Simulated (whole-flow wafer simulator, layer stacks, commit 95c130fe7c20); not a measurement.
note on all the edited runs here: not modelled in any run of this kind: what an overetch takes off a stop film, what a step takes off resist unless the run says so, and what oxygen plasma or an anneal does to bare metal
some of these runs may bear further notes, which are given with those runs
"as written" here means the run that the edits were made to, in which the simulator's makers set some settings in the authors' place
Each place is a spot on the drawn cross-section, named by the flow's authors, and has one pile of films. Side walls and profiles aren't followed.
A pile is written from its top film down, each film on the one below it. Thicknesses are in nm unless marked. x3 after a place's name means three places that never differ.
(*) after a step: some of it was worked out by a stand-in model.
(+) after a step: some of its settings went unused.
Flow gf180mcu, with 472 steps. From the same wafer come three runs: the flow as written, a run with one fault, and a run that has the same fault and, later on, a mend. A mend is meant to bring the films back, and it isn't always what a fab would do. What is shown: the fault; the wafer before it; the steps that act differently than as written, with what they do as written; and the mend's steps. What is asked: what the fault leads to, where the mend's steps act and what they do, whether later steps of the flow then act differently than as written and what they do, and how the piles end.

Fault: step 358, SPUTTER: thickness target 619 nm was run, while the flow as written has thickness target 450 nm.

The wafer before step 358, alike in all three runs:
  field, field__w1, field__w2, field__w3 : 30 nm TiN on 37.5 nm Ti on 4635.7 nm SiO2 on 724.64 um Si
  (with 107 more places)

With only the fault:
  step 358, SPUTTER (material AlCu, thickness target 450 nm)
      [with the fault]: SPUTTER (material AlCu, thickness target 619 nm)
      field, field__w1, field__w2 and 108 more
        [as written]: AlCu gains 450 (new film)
        [with the fault]: AlCu gains 619 (new film)
  Later steps of the flow acting differently than as written:
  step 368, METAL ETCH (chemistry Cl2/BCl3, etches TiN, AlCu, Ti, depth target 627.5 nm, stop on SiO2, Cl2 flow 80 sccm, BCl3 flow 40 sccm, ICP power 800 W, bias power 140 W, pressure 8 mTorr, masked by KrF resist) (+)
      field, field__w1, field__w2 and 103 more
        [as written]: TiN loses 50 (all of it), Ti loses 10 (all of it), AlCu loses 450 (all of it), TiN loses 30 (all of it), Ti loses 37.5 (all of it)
        [with the fault]: TiN loses 50 (all of it), Ti loses 10 (all of it), AlCu loses 567.5
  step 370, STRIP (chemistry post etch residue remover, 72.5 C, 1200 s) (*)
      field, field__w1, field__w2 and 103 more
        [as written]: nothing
        [with the fault]: AlCu loses 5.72
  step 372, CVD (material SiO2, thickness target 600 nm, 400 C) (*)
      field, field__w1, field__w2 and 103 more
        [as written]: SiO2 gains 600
        [with the fault]: SiO2 gains 600 (new film)
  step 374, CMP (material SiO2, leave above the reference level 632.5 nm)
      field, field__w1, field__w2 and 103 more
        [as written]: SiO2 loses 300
        [with the fault]: SiO2 loses 244.3
  At field, field__w1, field__w2 and 109 more, the piles at the end differ from the flow's by more than 2% or 0.5 nm, whichever is larger.
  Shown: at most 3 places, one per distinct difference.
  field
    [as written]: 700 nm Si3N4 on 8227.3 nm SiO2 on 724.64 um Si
    [with the fault]: 700 nm Si3N4 on 3647.3 nm SiO2 on 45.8 nm AlCu on 30 nm TiN on 37.5 nm Ti on 4635.7 nm SiO2 on 724.64 um Si
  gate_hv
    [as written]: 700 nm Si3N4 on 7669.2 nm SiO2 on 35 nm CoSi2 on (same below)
    [with the fault]: 700 nm Si3N4 on 3647.3 nm SiO2 on 45.8 nm AlCu on 30 nm TiN on 37.5 nm Ti on 4077.6 nm SiO2 on 35 nm CoSi2 on (same below)
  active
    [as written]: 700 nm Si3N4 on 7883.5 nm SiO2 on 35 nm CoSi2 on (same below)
    [with the fault]: 700 nm Si3N4 on 3647.3 nm SiO2 on 45.8 nm AlCu on 30 nm TiN on 37.5 nm Ti on 4291.9 nm SiO2 on 35 nm CoSi2 on (same below)

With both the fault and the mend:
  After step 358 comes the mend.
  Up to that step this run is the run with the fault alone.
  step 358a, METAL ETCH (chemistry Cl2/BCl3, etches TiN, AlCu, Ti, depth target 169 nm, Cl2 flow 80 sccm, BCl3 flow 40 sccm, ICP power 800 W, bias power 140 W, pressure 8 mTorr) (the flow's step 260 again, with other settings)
      field, field__w1, field__w2 and 108 more
        AlCu loses 169
  Later steps of the flow that are run all act as written at every place that is followed.
  The piles end the same as the flow's at every place that both follow.
